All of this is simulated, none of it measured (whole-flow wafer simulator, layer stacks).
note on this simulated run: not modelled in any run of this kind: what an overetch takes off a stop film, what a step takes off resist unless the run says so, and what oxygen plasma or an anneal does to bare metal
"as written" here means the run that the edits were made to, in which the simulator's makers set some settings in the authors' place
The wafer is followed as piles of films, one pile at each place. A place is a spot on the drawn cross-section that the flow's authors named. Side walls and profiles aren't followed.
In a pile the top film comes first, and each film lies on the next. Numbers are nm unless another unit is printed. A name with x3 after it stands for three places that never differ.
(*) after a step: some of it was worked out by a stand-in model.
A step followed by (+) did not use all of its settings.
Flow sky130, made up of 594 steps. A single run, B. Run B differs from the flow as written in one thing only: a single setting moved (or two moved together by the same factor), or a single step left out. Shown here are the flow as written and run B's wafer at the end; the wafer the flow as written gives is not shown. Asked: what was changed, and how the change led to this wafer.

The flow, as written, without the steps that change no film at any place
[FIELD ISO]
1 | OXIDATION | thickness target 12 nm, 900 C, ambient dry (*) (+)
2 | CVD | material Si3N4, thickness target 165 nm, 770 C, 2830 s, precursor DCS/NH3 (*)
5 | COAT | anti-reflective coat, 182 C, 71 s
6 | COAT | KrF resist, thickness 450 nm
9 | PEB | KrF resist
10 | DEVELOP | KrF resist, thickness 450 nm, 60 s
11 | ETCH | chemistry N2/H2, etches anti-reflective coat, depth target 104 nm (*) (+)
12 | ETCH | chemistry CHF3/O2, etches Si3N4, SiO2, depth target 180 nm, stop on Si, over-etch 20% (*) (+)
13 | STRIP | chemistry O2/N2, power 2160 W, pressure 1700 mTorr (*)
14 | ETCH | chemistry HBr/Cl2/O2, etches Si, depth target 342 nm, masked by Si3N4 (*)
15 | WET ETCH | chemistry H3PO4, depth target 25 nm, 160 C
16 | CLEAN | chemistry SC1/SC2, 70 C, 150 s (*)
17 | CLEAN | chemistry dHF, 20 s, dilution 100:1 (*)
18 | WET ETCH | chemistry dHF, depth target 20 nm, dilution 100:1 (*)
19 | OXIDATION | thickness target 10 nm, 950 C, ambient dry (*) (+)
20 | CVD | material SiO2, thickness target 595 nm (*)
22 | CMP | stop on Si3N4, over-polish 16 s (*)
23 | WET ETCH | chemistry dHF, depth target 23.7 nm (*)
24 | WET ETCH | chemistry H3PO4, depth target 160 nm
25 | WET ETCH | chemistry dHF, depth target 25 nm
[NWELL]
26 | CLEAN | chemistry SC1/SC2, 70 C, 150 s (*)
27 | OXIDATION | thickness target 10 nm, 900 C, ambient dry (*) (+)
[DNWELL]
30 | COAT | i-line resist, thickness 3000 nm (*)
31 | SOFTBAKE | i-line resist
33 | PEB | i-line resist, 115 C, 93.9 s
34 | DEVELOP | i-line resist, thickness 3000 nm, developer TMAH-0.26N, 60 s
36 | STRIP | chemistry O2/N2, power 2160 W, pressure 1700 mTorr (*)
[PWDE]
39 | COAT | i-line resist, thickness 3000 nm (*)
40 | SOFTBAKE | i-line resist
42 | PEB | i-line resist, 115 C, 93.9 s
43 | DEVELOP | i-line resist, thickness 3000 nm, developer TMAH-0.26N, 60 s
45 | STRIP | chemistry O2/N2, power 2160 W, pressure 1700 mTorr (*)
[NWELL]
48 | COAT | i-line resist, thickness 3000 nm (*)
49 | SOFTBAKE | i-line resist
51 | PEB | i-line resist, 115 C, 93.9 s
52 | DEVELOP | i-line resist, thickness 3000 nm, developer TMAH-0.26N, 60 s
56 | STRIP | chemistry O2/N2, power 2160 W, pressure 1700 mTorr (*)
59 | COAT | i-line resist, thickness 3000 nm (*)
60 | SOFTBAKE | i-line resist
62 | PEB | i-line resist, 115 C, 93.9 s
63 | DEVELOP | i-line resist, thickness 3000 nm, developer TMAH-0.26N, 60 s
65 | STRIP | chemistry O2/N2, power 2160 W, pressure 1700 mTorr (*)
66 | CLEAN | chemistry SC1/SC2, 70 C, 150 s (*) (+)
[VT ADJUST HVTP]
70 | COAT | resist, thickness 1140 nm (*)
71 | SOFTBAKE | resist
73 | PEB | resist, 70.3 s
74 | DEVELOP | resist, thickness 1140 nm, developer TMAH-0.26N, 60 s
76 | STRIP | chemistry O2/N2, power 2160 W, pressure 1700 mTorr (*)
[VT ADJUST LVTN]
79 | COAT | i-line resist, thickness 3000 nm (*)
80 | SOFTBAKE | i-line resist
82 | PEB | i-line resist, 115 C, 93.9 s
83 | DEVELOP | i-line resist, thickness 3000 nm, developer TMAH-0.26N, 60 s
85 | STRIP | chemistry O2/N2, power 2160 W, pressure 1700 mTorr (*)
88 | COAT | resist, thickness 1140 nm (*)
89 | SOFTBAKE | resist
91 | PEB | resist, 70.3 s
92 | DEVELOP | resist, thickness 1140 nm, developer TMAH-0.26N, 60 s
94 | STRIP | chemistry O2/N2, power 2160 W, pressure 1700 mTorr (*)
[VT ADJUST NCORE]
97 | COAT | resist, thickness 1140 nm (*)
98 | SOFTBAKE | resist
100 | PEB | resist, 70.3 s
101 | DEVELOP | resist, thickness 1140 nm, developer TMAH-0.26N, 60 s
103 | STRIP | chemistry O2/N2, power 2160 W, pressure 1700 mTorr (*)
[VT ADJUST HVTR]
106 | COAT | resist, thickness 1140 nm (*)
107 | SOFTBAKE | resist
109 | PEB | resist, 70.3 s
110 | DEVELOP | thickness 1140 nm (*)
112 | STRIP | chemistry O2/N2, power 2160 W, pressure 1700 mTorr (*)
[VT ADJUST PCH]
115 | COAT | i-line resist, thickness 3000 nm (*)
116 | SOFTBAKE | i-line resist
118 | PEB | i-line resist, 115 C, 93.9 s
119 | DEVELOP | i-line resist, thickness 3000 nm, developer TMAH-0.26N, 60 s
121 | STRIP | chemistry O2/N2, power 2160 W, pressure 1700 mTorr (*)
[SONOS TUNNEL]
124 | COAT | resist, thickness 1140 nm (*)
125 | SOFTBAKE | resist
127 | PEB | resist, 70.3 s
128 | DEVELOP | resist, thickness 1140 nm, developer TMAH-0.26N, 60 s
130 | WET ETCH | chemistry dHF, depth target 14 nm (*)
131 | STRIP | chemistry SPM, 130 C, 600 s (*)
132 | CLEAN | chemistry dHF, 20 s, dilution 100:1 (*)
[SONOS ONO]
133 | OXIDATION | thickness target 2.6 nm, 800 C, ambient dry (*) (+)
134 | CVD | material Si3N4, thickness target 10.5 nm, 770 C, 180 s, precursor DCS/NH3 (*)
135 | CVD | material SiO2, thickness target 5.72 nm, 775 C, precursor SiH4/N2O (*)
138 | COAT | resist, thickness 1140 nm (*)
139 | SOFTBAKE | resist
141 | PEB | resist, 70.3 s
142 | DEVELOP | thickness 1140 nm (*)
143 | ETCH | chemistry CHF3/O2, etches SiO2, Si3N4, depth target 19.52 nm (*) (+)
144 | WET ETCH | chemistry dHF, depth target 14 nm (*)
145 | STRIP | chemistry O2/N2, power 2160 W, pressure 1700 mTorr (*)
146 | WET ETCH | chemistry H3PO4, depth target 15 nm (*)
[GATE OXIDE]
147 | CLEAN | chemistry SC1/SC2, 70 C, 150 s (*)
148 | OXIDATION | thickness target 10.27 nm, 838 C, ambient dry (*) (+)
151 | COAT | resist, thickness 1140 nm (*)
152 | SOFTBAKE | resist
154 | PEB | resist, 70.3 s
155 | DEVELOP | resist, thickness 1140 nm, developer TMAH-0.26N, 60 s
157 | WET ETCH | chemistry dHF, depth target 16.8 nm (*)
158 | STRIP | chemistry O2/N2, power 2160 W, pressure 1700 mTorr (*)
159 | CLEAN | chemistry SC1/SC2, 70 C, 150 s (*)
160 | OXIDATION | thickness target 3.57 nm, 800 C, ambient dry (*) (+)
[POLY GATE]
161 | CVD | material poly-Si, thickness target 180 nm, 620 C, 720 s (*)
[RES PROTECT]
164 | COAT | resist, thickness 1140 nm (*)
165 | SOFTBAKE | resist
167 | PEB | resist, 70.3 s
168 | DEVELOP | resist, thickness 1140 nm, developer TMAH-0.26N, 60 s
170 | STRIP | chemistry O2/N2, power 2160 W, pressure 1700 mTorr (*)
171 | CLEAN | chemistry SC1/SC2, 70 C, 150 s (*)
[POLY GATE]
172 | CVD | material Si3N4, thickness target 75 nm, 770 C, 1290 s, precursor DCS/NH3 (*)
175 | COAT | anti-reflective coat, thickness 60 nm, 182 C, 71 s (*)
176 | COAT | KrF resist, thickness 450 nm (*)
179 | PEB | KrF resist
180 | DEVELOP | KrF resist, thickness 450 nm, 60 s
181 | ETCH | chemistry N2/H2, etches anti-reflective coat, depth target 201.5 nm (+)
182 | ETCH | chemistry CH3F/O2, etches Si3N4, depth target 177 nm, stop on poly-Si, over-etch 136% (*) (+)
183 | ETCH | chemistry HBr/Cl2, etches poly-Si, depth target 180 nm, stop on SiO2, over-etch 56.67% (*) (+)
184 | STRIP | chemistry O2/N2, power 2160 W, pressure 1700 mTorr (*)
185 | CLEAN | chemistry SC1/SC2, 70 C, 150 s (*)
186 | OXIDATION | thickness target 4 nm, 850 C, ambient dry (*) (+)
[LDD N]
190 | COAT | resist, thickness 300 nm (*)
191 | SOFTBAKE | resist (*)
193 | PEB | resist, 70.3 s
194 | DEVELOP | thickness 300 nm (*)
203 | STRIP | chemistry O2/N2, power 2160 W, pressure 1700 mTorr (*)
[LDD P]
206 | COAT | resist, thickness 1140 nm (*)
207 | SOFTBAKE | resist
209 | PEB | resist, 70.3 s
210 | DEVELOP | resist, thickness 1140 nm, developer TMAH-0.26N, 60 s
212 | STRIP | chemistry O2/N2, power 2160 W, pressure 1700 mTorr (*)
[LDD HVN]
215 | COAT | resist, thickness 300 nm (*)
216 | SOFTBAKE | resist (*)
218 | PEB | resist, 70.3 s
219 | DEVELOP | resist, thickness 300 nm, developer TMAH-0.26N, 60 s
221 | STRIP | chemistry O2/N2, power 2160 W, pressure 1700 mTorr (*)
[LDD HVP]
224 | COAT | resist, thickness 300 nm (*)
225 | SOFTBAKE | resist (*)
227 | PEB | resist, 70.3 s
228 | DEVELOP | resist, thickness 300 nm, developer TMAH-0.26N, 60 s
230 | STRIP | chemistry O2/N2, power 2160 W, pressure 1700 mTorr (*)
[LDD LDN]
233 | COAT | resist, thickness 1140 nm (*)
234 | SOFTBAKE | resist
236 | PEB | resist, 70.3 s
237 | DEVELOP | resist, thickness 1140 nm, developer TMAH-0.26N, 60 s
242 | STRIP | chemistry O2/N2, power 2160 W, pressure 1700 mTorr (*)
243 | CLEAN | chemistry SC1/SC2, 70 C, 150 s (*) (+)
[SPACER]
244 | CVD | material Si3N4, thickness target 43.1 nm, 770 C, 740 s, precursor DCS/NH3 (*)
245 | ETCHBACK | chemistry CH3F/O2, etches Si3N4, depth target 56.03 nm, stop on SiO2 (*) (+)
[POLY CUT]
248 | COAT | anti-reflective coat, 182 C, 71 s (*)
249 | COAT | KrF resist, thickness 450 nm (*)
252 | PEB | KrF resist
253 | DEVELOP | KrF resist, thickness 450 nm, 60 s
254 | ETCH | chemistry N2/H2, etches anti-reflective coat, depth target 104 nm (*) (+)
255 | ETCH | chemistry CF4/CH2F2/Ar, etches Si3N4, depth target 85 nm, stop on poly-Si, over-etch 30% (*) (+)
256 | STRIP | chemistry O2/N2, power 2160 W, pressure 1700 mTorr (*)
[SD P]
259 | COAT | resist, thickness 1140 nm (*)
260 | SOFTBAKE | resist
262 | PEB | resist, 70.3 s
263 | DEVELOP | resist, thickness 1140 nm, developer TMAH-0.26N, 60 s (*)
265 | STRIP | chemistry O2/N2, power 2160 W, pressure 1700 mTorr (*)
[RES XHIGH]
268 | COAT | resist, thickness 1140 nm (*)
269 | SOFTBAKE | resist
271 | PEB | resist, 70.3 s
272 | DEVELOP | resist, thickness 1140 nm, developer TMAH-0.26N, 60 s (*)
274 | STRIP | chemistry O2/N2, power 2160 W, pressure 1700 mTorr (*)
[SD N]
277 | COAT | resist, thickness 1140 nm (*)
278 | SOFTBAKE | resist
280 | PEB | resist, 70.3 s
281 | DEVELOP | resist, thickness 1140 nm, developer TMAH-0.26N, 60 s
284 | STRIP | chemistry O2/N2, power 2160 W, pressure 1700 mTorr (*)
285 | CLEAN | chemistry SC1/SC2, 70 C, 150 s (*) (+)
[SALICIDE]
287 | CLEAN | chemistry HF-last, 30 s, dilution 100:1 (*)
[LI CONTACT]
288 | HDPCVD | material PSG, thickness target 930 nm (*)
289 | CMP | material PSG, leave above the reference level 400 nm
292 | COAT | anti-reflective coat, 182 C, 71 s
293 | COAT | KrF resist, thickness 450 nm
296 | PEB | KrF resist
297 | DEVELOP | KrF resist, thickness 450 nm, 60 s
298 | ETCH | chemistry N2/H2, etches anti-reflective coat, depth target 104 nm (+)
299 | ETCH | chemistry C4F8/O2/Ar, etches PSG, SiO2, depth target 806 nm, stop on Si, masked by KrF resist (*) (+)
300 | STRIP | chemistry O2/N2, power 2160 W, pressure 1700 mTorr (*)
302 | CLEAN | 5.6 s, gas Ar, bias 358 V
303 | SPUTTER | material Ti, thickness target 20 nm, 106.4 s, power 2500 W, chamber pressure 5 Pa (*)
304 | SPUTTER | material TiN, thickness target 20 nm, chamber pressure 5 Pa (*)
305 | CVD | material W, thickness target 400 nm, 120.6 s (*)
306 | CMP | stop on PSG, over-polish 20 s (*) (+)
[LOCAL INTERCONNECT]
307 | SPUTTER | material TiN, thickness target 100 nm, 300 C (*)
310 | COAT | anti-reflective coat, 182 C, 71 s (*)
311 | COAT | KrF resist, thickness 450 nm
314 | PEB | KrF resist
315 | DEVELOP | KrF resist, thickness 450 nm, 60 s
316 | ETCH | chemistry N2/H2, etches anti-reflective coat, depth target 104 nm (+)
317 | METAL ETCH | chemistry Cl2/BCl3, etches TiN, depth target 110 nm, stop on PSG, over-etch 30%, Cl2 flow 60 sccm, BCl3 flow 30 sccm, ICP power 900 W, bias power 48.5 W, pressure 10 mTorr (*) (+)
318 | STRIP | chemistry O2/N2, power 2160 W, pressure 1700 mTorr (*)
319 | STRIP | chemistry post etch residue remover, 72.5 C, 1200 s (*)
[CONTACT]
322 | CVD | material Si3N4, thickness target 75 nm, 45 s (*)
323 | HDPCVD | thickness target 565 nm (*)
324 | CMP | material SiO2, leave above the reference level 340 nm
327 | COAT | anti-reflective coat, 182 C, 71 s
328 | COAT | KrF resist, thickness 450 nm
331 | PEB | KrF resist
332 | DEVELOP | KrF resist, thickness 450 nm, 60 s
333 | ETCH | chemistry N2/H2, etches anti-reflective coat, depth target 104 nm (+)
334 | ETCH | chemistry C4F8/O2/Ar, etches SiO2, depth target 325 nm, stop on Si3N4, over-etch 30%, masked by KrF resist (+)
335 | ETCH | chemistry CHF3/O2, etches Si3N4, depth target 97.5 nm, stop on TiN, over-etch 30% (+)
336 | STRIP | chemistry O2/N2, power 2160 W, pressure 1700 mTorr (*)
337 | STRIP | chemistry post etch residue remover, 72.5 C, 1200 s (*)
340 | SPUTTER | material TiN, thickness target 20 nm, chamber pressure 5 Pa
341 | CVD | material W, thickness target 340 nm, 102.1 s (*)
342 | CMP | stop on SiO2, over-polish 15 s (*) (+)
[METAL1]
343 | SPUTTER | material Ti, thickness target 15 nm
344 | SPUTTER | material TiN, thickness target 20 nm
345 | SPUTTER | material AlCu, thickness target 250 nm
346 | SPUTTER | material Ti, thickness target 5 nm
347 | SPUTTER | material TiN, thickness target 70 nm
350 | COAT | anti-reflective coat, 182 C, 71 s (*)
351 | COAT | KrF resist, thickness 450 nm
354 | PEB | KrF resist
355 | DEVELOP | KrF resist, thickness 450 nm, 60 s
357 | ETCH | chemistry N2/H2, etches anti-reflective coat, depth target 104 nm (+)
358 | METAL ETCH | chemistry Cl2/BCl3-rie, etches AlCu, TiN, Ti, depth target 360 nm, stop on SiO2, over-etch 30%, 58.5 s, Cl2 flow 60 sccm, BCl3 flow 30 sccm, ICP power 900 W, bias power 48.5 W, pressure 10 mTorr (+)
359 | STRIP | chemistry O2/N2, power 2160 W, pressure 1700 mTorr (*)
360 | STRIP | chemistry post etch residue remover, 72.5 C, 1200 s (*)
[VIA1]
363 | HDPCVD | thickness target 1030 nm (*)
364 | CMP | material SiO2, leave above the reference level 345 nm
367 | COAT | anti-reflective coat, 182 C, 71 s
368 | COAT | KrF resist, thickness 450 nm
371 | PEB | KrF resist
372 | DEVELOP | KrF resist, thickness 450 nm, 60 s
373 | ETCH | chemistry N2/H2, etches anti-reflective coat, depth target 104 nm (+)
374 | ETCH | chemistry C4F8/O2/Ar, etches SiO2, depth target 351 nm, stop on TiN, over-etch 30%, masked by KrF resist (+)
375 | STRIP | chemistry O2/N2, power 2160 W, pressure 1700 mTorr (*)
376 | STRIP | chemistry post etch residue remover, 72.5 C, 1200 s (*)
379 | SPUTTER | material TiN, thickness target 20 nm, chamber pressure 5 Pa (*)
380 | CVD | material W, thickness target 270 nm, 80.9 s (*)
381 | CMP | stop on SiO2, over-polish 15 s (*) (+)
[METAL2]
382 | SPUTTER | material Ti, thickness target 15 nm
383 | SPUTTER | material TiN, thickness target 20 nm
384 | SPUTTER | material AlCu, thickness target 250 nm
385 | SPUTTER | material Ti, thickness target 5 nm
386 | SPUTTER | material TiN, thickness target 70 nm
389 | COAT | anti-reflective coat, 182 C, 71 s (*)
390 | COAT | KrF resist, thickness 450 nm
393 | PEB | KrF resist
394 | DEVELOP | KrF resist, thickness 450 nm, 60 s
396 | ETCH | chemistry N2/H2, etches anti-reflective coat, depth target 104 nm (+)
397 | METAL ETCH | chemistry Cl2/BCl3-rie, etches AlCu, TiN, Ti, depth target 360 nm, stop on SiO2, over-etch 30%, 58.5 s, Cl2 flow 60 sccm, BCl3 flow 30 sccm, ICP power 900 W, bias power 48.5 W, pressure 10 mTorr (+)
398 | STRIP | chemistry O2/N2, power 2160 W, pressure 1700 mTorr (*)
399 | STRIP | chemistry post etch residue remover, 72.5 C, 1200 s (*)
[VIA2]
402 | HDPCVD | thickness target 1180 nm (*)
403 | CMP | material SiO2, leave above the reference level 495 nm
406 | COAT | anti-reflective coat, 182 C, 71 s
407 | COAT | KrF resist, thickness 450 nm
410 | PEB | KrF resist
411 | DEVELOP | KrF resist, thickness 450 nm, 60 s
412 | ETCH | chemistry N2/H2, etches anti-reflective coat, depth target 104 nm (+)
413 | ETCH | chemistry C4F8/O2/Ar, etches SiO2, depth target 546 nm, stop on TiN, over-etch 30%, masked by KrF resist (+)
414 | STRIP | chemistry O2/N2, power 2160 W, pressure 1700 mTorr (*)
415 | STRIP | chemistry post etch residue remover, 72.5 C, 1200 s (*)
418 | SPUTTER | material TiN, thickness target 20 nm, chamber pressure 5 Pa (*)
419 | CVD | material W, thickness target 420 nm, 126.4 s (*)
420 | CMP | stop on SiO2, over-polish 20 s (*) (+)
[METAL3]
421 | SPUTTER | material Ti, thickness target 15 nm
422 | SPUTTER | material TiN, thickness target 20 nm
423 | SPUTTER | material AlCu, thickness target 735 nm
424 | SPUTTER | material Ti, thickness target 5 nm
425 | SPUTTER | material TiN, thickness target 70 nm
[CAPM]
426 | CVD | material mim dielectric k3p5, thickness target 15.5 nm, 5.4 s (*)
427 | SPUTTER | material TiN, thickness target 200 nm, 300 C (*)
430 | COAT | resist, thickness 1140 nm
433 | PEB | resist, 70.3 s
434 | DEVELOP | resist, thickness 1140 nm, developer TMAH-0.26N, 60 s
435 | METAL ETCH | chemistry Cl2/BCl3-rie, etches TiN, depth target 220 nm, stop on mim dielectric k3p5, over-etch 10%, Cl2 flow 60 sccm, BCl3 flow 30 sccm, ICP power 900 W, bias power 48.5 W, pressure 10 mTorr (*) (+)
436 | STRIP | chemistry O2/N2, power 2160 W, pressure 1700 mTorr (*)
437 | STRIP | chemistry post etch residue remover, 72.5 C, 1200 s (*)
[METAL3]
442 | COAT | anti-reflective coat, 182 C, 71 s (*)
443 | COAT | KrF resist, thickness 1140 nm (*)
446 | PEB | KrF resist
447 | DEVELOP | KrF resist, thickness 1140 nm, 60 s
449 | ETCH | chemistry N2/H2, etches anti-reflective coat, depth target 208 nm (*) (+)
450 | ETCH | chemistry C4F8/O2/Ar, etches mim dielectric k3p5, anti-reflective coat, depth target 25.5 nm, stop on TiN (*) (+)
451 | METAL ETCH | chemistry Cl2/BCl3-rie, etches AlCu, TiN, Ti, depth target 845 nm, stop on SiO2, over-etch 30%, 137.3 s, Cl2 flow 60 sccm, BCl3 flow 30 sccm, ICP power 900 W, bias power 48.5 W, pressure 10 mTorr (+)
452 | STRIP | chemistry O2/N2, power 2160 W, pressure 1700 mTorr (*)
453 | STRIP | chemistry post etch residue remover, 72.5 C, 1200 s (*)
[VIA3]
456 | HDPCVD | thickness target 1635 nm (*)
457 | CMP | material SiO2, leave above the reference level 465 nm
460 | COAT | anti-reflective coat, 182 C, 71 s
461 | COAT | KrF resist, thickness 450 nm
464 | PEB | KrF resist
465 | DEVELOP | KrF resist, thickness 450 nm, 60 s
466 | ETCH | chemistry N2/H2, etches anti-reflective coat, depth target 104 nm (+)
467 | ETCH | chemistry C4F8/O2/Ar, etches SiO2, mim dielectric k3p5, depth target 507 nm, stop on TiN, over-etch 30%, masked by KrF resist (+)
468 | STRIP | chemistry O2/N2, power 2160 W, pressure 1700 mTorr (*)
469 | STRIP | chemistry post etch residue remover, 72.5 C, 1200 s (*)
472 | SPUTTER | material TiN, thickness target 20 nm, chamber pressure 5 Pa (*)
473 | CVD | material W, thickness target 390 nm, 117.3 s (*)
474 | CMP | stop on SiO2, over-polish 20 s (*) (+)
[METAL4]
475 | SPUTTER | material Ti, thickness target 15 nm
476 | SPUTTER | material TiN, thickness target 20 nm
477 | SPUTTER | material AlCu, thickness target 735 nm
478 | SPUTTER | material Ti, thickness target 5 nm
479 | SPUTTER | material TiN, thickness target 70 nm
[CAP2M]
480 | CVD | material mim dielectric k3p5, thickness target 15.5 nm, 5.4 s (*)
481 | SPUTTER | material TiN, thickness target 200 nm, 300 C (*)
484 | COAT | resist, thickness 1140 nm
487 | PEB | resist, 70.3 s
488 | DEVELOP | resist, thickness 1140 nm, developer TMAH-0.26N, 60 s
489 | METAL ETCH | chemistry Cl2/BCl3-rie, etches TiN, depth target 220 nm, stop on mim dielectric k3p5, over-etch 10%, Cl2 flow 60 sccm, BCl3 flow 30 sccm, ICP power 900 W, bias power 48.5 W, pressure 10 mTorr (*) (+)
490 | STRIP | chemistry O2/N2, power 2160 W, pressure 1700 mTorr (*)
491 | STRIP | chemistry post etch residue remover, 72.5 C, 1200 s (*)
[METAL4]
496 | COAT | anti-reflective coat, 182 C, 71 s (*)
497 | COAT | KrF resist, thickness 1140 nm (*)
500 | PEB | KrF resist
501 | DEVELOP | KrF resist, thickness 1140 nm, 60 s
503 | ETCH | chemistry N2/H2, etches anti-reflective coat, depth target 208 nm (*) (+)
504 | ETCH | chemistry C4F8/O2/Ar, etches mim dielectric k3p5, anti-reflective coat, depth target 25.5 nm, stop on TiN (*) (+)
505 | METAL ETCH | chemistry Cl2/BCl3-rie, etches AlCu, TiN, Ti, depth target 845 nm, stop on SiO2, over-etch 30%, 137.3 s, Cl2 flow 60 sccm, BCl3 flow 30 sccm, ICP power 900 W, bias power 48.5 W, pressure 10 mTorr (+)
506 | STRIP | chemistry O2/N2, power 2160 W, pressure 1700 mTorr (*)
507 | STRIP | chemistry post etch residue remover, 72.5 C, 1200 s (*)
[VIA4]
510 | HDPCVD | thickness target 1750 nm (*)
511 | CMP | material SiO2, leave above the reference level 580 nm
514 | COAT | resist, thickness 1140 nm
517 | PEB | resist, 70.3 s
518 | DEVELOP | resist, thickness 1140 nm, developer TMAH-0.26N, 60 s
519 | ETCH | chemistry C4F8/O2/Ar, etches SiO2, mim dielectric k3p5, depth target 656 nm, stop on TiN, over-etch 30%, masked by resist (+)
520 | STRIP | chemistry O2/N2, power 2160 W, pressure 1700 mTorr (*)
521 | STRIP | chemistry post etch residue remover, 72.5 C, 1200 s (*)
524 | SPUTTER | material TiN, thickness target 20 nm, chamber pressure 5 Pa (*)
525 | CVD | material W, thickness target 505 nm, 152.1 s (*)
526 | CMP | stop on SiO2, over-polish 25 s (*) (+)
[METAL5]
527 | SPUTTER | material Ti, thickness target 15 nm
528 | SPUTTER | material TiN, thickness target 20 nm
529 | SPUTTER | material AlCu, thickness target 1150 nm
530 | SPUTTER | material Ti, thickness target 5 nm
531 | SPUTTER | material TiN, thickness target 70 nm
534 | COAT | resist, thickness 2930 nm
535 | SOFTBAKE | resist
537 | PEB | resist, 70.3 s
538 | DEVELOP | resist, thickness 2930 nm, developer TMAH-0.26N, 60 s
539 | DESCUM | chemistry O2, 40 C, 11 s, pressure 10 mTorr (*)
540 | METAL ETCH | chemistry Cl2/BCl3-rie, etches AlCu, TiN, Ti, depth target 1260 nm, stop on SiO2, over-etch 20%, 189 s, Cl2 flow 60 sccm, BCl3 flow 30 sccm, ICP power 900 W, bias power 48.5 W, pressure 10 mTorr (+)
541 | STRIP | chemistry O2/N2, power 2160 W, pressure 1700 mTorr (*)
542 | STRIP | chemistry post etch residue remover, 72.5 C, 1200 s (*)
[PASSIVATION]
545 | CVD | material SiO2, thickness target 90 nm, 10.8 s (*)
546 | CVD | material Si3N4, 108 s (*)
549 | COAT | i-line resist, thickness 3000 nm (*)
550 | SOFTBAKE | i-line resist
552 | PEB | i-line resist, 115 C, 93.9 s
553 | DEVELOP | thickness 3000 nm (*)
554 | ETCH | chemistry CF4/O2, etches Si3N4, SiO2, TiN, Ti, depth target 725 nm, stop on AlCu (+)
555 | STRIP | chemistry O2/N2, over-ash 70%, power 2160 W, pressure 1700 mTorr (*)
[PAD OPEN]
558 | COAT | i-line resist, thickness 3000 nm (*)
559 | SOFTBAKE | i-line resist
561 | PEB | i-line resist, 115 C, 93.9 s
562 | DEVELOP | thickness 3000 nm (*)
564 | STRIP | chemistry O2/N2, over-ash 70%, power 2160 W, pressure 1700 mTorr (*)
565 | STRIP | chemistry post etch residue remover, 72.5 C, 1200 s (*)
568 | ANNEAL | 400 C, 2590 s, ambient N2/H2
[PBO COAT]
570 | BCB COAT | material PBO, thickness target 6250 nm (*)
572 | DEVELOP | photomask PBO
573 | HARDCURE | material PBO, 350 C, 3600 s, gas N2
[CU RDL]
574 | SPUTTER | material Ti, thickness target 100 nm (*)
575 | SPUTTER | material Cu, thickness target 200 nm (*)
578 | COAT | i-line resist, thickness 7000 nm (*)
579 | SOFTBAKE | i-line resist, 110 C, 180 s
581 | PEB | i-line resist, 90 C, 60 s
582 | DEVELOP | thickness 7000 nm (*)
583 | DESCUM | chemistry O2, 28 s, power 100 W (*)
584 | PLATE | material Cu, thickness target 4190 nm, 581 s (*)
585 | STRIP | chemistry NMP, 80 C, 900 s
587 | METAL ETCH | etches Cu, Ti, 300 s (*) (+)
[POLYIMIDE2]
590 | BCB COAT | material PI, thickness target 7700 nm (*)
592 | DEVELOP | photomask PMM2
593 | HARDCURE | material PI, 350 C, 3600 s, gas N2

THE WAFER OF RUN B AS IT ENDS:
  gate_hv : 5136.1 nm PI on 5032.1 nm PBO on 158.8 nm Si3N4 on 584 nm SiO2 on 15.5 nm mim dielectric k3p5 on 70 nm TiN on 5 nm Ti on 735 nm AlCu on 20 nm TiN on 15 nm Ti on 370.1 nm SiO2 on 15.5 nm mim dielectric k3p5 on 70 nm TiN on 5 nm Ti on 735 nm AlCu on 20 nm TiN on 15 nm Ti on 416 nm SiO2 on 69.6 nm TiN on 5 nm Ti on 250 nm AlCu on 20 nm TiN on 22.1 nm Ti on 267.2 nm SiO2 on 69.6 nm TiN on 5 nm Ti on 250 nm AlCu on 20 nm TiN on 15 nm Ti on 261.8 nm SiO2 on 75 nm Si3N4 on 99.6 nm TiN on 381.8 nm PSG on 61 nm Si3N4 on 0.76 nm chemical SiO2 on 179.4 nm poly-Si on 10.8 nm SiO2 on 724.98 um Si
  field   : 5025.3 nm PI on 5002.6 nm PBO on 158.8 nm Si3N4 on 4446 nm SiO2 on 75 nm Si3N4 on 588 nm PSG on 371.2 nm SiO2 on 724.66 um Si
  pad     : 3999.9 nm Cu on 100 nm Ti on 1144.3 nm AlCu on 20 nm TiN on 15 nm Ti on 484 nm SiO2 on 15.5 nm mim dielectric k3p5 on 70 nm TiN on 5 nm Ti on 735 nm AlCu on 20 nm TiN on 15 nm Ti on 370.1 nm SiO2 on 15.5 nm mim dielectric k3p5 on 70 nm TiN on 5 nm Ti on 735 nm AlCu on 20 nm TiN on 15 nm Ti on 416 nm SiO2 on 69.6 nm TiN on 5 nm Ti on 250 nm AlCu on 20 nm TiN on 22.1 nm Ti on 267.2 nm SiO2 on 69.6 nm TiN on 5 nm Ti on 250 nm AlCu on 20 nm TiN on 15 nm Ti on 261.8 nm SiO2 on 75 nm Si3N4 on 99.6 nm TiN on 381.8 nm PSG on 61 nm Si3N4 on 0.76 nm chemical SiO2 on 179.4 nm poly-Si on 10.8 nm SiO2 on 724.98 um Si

The reason: step 382, SPUTTER: thickness target 22.1 nm was run, while the flow as written has thickness target 15 nm.
The wafer itself shows it: gate_hv has Ti 22.1, and step 382 as written asks for 15 nm.

Step by step, how the change led to this:
  382 | SPUTTER | material Ti, thickness target 15 nm
      field, active, n_well and 188 more: +22.1 Ti (new film) (it would be, as written: +15 Ti (new film))
  397 | METAL ETCH | chemistry Cl2/BCl3-rie, etches AlCu, TiN, Ti, depth target 360 nm, stop on SiO2, over-etch 30%, 58.5 s, Cl2 flow 60 sccm, BCl3 flow 30 sccm, ICP power 900 W, bias power 48.5 W, pressure 10 mTorr (+)
      field, active, gate and 82 more: -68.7 TiN (all of it), -5 Ti (all of it), -250 AlCu (all of it), -20 TiN (all of it), -22.1 Ti (all of it), -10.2 SiO2 (it would be, as written: -68.7 TiN (all of it), -5 Ti (all of it), -250 AlCu (all of it), -20 TiN (all of it), -15 Ti (all of it), -10.9 SiO2)
